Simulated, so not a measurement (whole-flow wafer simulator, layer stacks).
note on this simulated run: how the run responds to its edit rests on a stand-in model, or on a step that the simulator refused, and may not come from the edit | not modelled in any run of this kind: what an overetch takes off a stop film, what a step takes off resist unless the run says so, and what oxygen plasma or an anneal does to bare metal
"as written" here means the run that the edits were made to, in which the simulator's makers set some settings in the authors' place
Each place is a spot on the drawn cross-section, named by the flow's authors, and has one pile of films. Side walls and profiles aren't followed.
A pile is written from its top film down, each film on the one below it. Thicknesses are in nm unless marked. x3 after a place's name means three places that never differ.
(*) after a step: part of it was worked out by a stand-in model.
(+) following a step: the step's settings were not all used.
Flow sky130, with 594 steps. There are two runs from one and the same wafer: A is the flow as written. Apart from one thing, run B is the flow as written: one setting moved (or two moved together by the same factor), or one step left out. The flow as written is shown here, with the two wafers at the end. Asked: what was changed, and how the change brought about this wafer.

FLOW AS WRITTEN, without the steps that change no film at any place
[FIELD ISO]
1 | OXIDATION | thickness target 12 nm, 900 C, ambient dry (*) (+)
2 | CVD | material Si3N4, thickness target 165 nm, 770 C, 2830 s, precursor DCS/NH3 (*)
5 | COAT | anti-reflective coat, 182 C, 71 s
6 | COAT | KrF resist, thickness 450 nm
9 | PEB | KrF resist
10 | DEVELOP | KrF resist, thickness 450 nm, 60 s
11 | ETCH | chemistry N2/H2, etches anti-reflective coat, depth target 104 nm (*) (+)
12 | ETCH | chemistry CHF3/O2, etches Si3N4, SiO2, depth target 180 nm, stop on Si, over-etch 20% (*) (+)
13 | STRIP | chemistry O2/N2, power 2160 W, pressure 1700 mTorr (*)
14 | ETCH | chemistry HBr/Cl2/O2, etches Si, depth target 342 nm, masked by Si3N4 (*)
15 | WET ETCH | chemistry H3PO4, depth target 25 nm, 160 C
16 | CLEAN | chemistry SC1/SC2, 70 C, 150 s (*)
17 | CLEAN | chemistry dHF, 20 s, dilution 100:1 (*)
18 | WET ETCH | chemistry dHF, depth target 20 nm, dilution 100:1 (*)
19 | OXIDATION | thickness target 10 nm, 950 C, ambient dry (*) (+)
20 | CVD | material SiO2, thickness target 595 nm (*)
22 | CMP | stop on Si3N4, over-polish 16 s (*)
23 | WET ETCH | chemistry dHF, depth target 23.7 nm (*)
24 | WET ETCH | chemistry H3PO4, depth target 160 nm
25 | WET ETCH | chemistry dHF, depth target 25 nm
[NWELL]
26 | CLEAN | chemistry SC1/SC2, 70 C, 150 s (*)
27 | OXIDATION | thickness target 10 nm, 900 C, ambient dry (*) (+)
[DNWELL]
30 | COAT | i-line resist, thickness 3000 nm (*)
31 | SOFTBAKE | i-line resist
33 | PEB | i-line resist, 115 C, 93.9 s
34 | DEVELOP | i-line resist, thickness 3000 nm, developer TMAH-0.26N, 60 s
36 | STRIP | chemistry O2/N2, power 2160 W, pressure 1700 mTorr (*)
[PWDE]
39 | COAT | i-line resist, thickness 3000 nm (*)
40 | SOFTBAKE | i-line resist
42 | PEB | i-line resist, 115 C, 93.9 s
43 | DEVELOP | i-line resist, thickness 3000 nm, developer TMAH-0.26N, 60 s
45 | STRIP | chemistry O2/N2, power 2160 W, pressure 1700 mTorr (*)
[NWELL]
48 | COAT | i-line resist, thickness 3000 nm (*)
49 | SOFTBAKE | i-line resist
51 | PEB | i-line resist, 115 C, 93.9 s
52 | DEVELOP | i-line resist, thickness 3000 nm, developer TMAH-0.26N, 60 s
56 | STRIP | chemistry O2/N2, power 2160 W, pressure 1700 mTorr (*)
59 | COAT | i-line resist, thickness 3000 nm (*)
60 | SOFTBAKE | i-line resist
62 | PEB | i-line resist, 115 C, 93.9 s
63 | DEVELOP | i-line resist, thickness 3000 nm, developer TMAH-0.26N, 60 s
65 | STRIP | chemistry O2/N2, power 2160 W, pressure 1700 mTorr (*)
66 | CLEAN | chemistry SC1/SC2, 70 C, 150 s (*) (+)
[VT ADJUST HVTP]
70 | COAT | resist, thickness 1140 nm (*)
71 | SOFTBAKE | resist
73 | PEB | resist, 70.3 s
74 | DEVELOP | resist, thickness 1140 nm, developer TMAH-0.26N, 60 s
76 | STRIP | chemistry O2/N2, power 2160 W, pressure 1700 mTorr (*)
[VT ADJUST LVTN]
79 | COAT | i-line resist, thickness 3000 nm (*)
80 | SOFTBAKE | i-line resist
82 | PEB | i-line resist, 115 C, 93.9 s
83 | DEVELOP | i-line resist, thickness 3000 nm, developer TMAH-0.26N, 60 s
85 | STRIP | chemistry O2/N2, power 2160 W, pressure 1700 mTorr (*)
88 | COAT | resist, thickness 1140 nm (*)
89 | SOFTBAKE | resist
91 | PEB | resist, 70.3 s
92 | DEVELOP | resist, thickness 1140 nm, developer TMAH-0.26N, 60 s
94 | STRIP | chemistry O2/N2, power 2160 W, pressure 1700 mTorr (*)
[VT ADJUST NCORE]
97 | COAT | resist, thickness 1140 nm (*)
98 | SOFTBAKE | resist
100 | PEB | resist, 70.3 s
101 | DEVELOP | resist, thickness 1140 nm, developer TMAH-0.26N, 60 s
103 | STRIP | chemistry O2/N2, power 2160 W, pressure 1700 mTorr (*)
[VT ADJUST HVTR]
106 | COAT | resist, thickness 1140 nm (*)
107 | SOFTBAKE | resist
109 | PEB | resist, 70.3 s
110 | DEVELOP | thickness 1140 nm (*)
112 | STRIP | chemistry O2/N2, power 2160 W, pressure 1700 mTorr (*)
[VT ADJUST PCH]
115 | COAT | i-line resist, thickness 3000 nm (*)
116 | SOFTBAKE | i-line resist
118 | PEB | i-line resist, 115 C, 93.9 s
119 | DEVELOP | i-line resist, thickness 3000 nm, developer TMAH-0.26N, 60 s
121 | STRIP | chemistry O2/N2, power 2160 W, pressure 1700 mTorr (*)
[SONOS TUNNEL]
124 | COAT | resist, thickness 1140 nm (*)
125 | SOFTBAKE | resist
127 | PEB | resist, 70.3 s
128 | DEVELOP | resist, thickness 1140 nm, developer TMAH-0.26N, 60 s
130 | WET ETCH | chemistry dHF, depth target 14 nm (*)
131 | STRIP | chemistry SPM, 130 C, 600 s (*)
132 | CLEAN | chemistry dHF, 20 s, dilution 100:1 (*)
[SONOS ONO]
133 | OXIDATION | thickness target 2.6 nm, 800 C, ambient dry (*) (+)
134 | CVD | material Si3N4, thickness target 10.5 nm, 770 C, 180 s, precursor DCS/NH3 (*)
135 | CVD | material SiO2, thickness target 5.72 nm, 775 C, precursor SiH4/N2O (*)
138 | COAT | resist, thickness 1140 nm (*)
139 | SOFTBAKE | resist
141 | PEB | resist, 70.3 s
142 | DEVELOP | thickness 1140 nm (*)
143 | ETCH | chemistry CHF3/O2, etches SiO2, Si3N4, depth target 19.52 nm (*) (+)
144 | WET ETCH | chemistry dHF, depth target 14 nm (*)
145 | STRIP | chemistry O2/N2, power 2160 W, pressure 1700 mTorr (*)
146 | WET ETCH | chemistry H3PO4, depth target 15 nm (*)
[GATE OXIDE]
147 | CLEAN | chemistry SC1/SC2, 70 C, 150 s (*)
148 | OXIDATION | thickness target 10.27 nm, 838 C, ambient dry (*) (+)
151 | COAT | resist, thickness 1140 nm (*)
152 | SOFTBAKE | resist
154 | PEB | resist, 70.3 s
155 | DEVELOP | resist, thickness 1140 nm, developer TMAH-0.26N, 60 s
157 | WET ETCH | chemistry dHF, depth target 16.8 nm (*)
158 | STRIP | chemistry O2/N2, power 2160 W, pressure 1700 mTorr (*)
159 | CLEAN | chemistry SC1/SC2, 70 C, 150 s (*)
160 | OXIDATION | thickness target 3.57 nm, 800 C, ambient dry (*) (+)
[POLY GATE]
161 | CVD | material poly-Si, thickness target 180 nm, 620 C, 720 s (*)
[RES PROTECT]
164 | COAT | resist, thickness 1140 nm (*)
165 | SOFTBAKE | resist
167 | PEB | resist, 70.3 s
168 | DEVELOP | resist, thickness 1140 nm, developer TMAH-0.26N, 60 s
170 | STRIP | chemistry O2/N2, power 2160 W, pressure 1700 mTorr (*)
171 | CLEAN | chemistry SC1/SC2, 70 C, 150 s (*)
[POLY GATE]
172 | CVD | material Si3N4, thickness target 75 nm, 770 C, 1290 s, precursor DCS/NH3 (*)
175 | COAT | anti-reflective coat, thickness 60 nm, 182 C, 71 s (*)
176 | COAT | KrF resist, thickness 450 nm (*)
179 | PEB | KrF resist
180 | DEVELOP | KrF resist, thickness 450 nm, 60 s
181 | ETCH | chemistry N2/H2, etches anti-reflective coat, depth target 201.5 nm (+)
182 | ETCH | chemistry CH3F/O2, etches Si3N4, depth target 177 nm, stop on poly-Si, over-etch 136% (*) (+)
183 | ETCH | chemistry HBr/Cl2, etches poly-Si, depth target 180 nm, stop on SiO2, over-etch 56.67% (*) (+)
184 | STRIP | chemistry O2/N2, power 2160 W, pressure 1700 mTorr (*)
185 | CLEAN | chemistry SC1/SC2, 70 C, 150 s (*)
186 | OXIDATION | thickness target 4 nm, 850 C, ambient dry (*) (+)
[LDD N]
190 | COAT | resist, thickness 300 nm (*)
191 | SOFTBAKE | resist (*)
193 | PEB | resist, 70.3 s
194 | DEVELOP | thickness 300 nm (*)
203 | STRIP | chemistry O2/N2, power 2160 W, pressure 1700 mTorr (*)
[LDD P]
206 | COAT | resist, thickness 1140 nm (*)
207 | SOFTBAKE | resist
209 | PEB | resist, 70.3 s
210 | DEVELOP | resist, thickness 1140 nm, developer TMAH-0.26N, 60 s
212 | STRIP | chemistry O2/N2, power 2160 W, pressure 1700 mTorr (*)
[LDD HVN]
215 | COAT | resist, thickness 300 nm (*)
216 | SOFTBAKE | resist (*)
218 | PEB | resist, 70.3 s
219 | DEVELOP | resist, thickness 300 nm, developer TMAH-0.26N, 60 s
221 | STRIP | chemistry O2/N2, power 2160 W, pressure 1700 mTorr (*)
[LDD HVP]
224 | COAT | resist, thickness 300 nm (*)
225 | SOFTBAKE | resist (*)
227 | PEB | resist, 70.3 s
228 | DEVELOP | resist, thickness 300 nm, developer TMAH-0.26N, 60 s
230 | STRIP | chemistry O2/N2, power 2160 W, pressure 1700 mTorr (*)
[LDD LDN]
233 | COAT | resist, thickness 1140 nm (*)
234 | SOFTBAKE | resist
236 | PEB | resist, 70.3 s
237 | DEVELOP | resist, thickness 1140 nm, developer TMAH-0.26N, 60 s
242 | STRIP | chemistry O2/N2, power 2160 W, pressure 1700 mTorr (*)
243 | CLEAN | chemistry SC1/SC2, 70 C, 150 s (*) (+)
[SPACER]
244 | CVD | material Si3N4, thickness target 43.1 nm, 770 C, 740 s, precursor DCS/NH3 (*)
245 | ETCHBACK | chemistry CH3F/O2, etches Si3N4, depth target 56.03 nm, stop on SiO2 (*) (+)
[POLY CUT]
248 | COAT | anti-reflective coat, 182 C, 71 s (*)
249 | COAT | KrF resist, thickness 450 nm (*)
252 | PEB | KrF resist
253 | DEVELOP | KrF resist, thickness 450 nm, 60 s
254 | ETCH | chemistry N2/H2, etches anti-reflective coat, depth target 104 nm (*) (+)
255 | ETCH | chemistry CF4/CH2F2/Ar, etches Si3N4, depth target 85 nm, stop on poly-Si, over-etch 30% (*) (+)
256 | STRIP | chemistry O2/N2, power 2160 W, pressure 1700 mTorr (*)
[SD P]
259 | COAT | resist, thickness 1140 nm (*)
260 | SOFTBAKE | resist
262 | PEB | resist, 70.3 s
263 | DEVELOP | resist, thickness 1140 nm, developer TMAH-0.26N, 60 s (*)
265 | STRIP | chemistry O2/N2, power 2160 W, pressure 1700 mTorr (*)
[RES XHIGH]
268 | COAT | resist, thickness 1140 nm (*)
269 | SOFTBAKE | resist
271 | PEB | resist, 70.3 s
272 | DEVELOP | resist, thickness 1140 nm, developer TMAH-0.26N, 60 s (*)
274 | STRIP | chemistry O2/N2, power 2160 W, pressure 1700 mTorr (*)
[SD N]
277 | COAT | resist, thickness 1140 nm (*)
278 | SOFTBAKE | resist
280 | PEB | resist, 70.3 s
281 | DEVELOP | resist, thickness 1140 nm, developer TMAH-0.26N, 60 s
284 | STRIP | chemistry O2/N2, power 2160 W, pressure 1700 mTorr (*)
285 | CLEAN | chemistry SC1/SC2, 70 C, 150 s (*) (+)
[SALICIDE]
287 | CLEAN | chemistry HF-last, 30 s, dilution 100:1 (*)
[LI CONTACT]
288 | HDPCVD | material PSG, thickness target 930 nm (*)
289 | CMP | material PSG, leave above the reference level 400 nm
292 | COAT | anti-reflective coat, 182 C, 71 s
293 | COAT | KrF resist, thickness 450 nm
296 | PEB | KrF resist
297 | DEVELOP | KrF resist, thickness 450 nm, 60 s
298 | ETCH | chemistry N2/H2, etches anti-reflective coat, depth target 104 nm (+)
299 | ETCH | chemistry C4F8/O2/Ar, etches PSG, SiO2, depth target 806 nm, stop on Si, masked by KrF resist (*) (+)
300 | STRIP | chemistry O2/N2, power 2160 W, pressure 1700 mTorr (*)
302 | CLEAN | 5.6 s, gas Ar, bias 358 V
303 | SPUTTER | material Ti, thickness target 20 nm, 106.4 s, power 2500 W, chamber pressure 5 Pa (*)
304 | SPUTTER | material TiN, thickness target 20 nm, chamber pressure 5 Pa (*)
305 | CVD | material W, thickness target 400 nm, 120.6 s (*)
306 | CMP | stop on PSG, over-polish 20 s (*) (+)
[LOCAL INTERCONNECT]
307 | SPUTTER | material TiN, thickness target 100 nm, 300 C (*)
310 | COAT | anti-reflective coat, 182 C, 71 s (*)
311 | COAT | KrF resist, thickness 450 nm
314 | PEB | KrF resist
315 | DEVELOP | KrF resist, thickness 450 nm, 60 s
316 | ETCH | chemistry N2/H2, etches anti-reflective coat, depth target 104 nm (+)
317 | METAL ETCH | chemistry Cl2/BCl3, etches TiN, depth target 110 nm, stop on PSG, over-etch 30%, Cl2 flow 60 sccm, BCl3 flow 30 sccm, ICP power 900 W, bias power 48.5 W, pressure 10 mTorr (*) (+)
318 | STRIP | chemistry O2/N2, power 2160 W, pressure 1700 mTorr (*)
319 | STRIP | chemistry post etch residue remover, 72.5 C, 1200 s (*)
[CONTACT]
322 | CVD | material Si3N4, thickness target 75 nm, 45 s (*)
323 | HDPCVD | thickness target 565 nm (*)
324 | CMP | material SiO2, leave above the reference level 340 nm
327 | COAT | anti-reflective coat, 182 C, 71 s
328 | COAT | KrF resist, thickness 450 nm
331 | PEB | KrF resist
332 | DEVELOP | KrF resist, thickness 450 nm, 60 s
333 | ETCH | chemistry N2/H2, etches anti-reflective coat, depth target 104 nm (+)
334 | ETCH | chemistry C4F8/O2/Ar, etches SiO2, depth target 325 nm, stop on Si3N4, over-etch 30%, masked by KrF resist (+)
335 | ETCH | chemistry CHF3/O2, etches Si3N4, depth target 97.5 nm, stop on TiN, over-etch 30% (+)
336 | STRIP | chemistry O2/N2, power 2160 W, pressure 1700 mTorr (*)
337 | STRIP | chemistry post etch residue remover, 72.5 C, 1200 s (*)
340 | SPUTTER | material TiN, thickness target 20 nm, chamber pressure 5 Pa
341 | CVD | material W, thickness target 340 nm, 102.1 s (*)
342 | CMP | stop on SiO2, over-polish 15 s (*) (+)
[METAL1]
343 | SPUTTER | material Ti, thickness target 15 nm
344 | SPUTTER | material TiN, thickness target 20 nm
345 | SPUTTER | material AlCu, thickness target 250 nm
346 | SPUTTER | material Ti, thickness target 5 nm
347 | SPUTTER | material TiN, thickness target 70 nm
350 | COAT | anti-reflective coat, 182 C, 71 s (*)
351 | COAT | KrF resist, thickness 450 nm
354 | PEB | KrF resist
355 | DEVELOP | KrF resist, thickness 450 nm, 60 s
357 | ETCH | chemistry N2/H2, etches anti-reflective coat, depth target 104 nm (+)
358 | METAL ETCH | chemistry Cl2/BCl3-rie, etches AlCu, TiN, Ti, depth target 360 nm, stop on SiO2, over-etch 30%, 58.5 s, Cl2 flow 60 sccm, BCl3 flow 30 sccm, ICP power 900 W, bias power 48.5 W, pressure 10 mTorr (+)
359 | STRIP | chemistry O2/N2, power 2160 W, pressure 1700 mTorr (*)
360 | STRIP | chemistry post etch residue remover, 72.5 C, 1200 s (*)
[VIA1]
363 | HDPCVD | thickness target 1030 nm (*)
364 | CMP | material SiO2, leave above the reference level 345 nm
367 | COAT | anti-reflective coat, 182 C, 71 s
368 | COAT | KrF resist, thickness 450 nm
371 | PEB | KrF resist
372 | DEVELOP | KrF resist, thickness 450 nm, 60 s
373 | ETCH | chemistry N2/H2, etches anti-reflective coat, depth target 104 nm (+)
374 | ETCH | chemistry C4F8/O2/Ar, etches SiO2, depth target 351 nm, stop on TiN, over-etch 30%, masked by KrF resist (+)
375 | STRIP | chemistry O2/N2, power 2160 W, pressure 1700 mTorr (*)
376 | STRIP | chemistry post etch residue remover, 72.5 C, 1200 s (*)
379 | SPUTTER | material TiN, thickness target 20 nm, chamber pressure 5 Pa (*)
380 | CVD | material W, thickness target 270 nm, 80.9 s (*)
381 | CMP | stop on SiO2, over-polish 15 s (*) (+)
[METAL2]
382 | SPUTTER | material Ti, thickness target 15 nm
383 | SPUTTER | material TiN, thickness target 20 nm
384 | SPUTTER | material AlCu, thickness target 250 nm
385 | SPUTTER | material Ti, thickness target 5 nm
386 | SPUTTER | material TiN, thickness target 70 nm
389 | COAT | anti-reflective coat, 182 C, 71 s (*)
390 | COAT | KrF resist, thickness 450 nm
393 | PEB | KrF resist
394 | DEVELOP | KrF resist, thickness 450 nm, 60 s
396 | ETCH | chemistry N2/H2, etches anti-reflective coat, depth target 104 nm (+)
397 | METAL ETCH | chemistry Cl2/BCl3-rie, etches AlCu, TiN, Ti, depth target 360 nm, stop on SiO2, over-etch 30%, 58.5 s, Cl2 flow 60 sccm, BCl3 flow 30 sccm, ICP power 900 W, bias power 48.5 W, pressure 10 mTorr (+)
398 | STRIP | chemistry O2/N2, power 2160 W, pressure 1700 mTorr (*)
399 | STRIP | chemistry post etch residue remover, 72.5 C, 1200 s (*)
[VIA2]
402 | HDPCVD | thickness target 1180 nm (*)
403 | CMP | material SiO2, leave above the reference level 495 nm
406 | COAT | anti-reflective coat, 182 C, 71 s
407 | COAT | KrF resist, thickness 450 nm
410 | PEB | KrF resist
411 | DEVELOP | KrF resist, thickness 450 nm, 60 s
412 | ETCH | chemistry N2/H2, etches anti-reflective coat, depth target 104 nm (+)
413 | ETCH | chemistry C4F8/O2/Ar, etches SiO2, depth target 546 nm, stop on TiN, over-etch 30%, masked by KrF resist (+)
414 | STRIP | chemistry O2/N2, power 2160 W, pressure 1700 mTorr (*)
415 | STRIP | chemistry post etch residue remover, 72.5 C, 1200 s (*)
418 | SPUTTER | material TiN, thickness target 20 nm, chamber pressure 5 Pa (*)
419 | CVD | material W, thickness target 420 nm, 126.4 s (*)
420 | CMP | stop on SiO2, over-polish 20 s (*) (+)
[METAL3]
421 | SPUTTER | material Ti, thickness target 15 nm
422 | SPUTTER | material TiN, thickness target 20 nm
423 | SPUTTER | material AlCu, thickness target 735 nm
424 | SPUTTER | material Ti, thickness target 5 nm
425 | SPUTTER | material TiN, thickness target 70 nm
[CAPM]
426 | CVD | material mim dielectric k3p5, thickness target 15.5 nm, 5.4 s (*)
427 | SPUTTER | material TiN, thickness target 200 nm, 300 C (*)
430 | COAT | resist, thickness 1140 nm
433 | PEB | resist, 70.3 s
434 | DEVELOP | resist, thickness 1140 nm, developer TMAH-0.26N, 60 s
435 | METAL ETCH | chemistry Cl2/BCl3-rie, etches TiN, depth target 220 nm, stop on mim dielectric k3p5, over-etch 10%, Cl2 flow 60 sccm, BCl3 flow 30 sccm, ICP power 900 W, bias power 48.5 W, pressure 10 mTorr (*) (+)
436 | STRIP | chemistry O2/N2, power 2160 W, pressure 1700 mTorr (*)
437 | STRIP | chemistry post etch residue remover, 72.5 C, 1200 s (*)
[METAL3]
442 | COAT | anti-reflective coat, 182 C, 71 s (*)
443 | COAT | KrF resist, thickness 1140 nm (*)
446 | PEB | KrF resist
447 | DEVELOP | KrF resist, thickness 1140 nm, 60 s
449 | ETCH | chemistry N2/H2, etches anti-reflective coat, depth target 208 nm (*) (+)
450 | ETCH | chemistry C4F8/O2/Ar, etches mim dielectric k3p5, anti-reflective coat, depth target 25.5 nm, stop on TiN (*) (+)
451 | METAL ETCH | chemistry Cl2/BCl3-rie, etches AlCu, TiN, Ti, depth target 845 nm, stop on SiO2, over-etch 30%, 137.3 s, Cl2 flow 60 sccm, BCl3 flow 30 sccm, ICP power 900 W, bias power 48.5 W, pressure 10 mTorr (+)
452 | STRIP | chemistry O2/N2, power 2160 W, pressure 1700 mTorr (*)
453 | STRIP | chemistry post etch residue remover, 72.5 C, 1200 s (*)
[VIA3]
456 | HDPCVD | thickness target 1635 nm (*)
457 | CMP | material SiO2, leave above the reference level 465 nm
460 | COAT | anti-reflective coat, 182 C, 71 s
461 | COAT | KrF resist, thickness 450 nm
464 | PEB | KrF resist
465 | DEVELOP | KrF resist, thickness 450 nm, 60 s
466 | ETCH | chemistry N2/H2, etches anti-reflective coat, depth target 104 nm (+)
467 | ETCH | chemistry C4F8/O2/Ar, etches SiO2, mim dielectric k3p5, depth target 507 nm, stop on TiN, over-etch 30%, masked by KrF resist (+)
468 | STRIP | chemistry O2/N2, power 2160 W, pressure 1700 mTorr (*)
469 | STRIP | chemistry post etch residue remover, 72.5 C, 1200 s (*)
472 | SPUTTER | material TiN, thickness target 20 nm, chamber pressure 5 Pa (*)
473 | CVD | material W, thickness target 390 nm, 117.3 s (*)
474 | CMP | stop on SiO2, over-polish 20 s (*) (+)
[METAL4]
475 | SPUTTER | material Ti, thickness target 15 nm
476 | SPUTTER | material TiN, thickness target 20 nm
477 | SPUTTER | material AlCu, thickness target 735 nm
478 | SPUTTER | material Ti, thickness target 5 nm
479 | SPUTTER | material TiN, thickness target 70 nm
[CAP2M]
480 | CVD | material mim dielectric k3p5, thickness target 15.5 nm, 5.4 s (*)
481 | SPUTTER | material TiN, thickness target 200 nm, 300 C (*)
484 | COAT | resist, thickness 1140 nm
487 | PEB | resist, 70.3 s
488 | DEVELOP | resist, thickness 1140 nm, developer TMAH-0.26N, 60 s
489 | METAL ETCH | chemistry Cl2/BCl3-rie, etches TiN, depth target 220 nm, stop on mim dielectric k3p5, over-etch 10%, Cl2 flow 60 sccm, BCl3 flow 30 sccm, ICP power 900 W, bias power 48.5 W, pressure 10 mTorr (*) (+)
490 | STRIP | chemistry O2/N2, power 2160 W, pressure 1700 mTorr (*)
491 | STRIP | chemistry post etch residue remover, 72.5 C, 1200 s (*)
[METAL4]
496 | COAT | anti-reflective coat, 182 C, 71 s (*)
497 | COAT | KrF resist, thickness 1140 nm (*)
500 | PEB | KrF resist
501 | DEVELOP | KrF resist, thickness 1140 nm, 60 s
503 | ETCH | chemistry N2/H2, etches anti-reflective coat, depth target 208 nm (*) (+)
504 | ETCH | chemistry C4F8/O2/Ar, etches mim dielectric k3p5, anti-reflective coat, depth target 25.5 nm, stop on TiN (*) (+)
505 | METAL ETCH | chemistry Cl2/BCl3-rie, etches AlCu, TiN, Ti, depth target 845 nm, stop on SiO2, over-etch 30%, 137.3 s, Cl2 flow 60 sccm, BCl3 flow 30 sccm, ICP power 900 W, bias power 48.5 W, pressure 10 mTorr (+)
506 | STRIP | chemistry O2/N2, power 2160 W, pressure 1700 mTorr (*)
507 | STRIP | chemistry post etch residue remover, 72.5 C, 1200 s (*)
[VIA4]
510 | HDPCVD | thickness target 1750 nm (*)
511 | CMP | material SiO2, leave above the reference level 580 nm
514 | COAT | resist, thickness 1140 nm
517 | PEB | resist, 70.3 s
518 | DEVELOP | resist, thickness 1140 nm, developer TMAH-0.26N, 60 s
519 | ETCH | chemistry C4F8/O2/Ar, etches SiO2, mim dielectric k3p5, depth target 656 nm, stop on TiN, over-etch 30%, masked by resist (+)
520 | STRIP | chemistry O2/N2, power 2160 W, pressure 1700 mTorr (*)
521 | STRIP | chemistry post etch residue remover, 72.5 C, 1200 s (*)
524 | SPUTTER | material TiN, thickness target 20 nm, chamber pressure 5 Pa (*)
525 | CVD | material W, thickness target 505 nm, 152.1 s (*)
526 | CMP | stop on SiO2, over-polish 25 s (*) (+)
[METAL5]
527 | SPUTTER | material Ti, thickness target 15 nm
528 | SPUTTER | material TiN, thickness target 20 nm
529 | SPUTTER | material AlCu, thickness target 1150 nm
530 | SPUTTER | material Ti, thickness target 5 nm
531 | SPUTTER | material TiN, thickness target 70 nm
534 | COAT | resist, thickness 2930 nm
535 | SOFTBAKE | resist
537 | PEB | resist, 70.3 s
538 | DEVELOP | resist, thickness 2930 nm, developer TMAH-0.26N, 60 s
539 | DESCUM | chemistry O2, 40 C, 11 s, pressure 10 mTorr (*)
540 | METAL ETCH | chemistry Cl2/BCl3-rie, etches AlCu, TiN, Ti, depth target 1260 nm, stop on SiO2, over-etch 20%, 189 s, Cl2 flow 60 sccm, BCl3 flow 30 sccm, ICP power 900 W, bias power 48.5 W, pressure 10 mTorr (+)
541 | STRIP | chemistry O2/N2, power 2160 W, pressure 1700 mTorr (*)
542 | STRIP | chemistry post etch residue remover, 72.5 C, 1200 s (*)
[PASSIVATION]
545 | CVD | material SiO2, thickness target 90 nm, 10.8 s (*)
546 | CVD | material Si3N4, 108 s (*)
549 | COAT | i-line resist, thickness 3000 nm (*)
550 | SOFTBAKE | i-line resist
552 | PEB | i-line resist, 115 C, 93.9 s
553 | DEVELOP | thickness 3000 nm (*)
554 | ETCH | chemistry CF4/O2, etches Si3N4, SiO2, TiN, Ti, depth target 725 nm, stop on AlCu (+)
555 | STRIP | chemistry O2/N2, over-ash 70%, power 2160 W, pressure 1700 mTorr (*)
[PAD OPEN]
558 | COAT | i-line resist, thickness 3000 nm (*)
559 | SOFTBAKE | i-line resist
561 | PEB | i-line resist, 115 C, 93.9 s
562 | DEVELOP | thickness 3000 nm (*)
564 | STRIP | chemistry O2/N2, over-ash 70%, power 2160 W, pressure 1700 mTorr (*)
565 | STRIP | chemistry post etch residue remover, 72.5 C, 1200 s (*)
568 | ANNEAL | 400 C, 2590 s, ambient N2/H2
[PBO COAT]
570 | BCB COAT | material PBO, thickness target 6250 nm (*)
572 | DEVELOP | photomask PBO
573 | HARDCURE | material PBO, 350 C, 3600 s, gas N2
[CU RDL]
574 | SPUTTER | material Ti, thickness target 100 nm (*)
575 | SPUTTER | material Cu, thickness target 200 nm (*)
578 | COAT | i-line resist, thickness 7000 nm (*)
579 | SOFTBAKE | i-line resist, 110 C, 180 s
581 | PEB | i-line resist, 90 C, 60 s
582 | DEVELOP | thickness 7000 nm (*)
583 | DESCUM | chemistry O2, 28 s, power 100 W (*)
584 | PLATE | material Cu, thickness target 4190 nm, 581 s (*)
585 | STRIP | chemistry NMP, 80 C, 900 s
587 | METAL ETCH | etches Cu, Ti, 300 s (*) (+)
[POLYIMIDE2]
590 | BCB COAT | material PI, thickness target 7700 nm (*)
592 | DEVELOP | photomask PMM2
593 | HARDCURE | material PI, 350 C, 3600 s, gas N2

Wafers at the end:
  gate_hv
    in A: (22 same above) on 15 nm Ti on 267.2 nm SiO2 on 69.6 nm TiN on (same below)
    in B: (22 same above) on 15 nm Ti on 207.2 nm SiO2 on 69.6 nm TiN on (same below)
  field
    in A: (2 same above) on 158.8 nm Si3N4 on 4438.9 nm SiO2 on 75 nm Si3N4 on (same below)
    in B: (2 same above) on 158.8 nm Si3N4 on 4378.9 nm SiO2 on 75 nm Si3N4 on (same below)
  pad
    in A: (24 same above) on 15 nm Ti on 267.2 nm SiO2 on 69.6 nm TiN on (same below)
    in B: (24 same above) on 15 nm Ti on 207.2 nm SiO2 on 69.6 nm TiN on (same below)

What caused this: step 364, CMP: leave above the reference level 285 nm was run, though the flow has leave above the reference level 345 nm.

The path from the change to this, step by step:
  364 | CMP | material SiO2, leave above the reference level 345 nm
      n_well, p_well, gate_hv and 100 more: A -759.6 SiO2 | B -819.6 SiO2
      field, active, gate and 81 more: A -389.1 SiO2 | B -449.1 SiO2
      (as well as at 4 more places)
  374 | ETCH | chemistry C4F8/O2/Ar, etches SiO2, depth target 351 nm, stop on TiN, over-etch 30%, masked by KrF resist (+)
      field, active, n_well and 186 more: A -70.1 KrF resist | B -54.5 KrF resist
      m1, via1_hole: A -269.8 SiO2 (all of it) | B -209.8 SiO2 (all of it)
  375 | STRIP | chemistry O2/N2, power 2160 W, pressure 1700 mTorr (*)
      field, active, n_well and 186 more: A -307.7 KrF resist (all of it), -80 anti-reflective coat (all of it) | B -323.3 KrF resist (all of it), -80 anti-reflective coat (all of it)
  379 | SPUTTER | material TiN, thickness target 20 nm, chamber pressure 5 Pa (*)
      m1: A +11 TiN | B +12.2 TiN
      via1_hole: A +10.9 TiN | B +12.1 TiN
  380 | CVD | material W, thickness target 270 nm, 80.9 s (*)
      m1, via1_hole: A +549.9 W (new film) | B +488.7 W (new film)
